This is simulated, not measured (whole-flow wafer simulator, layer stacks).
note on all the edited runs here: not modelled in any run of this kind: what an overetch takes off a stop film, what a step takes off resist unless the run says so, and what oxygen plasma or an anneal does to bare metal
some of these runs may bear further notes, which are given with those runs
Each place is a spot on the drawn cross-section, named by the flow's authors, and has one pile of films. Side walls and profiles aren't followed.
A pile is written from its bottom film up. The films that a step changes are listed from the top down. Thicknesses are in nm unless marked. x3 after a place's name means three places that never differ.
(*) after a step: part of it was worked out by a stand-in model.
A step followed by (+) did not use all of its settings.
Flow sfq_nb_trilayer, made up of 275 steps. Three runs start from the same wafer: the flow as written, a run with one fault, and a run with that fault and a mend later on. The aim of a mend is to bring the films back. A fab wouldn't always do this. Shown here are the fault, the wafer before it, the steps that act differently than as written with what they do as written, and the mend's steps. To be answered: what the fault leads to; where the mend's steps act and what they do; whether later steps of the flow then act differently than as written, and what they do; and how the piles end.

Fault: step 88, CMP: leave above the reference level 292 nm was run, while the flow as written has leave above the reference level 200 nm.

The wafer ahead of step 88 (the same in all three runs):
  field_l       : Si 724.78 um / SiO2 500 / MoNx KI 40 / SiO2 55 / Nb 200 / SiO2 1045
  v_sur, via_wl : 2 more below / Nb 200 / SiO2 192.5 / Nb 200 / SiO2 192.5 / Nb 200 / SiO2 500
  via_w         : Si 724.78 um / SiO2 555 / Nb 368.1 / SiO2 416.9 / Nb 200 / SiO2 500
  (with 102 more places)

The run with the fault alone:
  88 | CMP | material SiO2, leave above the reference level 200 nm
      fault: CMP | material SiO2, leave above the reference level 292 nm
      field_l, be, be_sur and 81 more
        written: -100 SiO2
        fault: -8 SiO2
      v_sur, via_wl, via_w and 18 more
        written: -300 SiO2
        fault: -208 SiO2
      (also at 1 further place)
  Steps later in the flow that act otherwise than as written (4 more steps, not shown, differ only slightly: by at most 2% or 0.5 nm, whichever is larger):
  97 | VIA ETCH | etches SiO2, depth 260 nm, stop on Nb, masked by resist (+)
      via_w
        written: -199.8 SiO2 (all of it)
        fault: -260 SiO2
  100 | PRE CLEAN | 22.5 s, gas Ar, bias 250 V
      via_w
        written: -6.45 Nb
        fault: -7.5 SiO2
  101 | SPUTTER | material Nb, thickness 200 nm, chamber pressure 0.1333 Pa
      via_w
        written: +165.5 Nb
        fault: +152.6 Nb (new film)
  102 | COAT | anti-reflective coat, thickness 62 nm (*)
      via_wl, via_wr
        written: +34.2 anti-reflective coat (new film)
        fault: +23 anti-reflective coat (new film)
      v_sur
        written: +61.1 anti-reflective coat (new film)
        fault: +55.7 anti-reflective coat (new film)
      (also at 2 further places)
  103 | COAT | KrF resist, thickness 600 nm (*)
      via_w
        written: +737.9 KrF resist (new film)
        fault: +794 KrF resist (new film)
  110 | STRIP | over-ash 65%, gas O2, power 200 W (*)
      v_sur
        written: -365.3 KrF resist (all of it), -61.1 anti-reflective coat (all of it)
        fault: -362.3 KrF resist (all of it), -55.7 anti-reflective coat (all of it)
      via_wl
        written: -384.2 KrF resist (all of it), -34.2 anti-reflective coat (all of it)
        fault: -383.9 KrF resist (all of it), -23 anti-reflective coat (all of it)
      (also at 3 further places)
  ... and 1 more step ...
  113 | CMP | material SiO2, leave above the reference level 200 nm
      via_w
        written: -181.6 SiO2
        fault: -157.1 SiO2
  By the end, the piles at field_l, v_sur, via_wl and 103 more depart from the flow's by more than 2% or 0.5 nm, whichever is larger.
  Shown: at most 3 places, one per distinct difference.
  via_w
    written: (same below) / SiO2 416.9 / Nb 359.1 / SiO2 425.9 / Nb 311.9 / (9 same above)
    fault: (same below) / SiO2 416.9 / Nb 200 / SiO2 24.3 / Nb 152.6 / SiO2 500.1 / Nb 311.9 / (9 same above)
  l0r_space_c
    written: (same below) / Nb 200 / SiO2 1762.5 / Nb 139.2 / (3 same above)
    fault: (same below) / Nb 200 / SiO2 1854.5 / Nb 139.2 / (3 same above)
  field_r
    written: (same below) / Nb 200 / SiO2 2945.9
    fault: (same below) / Nb 200 / SiO2 3037.9

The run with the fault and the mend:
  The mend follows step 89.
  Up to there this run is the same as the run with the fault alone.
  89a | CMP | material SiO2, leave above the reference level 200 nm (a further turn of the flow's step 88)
      field_l, v_sur, via_wl and 103 more
        -92 SiO2
  None of the later steps of the flow acts differently than as written at any place that is followed.
  The piles end the same as the flow's at every place that both follow.
